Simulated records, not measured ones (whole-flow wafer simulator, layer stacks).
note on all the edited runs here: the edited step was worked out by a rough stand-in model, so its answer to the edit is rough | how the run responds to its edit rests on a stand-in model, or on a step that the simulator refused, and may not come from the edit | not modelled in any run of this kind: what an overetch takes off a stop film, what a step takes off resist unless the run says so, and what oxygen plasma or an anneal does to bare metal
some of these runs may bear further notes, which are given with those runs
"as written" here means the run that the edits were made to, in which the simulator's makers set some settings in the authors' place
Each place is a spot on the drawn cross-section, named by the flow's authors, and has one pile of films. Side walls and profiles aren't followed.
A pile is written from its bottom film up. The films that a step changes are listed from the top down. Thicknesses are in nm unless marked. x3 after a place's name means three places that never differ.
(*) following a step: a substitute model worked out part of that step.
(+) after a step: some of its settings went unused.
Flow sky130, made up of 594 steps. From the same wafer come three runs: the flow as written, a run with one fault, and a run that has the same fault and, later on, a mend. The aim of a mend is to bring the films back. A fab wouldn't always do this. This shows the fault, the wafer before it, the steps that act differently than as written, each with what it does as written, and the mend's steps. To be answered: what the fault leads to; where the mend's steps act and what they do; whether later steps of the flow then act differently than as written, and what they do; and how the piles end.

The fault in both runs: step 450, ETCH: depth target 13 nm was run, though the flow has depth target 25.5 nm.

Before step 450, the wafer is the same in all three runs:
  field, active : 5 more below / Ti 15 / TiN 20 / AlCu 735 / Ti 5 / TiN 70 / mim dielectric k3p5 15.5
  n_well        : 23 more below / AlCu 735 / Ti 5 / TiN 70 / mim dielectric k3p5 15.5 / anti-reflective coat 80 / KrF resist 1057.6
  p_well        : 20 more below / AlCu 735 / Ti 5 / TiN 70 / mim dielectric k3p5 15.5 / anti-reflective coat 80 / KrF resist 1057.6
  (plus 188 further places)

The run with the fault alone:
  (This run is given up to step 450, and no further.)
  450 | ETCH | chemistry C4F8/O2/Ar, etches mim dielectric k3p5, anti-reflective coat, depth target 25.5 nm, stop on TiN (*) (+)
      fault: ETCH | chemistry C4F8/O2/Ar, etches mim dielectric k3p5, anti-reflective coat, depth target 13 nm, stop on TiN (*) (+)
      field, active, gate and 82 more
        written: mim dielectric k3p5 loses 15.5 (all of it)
        fault: mim dielectric k3p5 loses 13
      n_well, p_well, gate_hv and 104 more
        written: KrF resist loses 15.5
        fault: KrF resist loses 8.67
  The piles after step 450 differ from the flow's at field, active, gate and 82 more by more than 2% or 0.5 nm, whichever is larger.
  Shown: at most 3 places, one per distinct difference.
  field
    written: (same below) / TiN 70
    fault: (same below) / TiN 70 / mim dielectric k3p5 2.5

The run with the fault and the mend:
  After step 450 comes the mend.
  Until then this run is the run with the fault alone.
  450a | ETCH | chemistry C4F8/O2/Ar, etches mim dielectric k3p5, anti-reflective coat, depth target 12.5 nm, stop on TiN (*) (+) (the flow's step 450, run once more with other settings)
      n_well, p_well, gate_hv and 104 more
        KrF resist loses 2.5
      field, active, gate and 82 more
        mim dielectric k3p5 loses 2.5 (all of it)
  None of the later steps of the flow differs from how it acts as written, at any place that is followed, by more than 2% or 0.5 nm, whichever is larger.
  At every place that both follow, the piles at the end match the flow's.
